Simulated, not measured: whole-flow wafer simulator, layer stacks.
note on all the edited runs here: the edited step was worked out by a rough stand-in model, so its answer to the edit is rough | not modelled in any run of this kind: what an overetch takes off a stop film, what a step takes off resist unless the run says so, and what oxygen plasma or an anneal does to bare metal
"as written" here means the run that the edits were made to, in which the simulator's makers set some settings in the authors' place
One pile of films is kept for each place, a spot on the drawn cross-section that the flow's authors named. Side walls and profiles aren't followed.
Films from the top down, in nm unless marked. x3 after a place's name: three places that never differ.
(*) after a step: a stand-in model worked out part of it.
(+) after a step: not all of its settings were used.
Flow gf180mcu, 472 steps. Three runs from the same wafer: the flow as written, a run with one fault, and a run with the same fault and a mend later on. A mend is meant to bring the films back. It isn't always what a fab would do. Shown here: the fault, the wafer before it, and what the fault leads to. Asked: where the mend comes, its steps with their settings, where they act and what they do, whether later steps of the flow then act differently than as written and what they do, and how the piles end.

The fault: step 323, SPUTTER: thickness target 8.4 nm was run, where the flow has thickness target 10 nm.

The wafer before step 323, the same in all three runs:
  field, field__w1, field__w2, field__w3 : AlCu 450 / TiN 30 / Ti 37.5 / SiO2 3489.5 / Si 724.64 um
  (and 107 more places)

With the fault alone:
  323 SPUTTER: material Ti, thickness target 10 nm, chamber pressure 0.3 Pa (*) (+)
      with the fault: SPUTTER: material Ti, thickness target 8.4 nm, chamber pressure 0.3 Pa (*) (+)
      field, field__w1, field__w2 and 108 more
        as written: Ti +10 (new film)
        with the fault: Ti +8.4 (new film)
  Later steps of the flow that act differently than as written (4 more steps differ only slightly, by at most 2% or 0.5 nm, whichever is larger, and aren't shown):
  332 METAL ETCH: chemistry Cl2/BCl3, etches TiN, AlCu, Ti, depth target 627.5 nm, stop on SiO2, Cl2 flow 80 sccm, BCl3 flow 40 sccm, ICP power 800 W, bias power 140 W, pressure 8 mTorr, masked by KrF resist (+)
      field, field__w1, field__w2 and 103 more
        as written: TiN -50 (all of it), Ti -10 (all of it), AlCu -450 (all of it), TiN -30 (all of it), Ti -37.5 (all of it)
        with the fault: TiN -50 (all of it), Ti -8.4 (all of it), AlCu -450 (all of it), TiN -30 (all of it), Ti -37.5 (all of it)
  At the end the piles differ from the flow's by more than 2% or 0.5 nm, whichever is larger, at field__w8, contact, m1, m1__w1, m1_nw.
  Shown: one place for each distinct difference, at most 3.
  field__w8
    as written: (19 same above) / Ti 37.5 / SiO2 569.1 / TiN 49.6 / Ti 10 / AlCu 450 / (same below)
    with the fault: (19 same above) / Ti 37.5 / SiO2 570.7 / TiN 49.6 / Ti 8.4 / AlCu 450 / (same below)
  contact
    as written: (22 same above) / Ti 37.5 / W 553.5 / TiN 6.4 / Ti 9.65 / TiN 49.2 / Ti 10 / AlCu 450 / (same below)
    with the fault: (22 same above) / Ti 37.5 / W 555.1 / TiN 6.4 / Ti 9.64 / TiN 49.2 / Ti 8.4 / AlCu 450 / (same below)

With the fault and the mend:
  The mend comes after step 323.
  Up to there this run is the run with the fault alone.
  323a SPUTTER: material Ti, thickness target 1.6 nm, chamber pressure 0.3 Pa (*) (+) (the flow's step 323 once more, with other settings)
      field, field__w1, field__w2 and 108 more
        Ti +1.6
  No later step of the flow acts differently than as written at any place that is followed.
  At the end the piles are the same as the flow's at every place that both follow.
